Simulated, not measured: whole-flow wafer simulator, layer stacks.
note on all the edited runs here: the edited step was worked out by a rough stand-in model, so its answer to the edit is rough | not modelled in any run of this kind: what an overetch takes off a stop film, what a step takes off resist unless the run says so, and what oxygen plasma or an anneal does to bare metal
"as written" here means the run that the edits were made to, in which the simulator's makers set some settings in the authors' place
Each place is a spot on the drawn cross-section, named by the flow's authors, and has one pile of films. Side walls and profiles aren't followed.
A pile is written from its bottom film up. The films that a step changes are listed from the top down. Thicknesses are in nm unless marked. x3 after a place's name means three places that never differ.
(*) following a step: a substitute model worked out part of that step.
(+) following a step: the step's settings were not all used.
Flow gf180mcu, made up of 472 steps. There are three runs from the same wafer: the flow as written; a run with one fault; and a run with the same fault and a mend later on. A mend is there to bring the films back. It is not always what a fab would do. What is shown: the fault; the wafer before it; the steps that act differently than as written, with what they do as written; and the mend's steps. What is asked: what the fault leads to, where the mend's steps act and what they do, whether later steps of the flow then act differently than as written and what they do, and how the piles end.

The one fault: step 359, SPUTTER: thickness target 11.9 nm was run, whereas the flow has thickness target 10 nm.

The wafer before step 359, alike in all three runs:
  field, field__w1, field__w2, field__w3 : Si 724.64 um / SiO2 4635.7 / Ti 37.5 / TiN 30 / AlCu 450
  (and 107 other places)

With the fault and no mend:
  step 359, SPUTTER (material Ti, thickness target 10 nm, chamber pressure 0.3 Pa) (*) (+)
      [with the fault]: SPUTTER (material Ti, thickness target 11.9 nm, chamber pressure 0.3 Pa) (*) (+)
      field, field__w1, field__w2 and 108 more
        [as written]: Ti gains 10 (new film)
        [with the fault]: Ti gains 11.9 (new film)
  Steps further on in the flow that do not act as written (not shown: 5 more steps that differ only slightly, by at most 2% or 0.5 nm, whichever is larger):
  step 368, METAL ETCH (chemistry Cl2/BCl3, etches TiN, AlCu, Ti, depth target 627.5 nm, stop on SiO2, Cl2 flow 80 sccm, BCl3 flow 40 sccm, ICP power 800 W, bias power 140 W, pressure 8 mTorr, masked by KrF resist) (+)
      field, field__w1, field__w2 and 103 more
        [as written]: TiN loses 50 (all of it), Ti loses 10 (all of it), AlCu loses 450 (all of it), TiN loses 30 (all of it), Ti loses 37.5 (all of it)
        [with the fault]: TiN loses 50 (all of it), Ti loses 11.9 (all of it), AlCu loses 450 (all of it), TiN loses 30 (all of it), Ti loses 37.5 (all of it)
  By the end, the piles at field__w8, contact, m1, m1__w1, m1_nw depart from the flow's by more than 2% or 0.5 nm, whichever is larger.
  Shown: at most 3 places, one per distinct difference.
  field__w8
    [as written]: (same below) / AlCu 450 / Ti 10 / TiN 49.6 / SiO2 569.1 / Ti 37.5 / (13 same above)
    [with the fault]: (same below) / AlCu 450 / Ti 11.9 / TiN 49.6 / SiO2 567.2 / Ti 37.5 / (13 same above)
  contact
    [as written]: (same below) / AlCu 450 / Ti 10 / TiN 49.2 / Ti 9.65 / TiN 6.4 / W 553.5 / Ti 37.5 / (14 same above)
    [with the fault]: (same below) / AlCu 450 / Ti 11.9 / TiN 49.2 / Ti 9.66 / TiN 6.41 / W 551.6 / Ti 37.5 / (14 same above)

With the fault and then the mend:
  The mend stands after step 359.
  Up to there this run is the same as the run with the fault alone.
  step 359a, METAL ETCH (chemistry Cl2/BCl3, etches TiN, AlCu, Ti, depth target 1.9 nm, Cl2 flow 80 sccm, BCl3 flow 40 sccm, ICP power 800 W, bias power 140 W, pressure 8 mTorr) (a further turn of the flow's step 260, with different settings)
      field, field__w1, field__w2 and 108 more
        Ti loses 1.9
  None of the later steps of the flow acts differently than as written at any place that is followed.
  The piles end the same as the flow's at every place that both follow.
